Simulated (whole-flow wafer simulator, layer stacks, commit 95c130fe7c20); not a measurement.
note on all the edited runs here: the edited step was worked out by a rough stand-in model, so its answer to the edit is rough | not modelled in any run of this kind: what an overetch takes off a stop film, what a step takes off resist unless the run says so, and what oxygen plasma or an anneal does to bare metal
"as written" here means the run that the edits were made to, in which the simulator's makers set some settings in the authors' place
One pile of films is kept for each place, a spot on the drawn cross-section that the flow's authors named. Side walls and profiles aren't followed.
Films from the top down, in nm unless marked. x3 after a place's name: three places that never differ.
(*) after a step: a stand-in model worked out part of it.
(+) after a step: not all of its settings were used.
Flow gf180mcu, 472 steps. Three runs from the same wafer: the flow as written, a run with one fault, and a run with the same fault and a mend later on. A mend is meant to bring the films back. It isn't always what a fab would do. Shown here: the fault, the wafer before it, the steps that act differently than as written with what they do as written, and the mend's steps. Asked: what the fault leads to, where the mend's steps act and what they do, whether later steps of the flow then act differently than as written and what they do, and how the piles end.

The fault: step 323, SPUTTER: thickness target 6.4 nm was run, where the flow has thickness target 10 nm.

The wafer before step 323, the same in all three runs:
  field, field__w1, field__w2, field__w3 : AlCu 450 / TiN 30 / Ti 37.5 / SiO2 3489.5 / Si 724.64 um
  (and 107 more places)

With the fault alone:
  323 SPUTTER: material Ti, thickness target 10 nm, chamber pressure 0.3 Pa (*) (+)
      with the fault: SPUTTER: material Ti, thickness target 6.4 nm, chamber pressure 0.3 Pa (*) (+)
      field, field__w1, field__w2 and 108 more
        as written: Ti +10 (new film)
        with the fault: Ti +6.4 (new film)
  Later steps of the flow that act differently than as written (5 more steps differ only slightly, by at most 2% or 0.5 nm, whichever is larger, and aren't shown):
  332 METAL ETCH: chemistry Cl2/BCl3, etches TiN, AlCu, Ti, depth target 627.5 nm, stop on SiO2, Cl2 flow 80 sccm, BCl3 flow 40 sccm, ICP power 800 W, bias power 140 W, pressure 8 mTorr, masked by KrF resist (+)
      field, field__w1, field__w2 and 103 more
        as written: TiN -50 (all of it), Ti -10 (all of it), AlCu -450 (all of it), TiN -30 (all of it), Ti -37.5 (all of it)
        with the fault: TiN -50 (all of it), Ti -6.4 (all of it), AlCu -450 (all of it), TiN -30 (all of it), Ti -37.5 (all of it)
  At the end the piles differ from the flow's by more than 2% or 0.5 nm, whichever is larger, at field__w8, contact, m1, m1__w1, m1_nw.
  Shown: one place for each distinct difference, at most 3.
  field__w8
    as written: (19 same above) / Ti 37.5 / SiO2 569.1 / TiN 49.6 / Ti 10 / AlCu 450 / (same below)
    with the fault: (19 same above) / Ti 37.5 / SiO2 572.7 / TiN 49.6 / Ti 6.4 / AlCu 450 / (same below)
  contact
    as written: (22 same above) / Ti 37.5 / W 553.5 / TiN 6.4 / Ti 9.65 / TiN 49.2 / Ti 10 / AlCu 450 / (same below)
    with the fault: (22 same above) / Ti 37.5 / W 557.1 / TiN 6.39 / Ti 9.63 / TiN 49.2 / Ti 6.4 / AlCu 450 / (same below)

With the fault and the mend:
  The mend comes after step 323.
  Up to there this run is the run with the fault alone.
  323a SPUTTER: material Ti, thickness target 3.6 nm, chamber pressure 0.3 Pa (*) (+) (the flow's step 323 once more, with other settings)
      field, field__w1, field__w2 and 108 more
        Ti +3.6
  No later step of the flow acts differently than as written at any place that is followed.
  At the end the piles are the same as the flow's at every place that both follow.
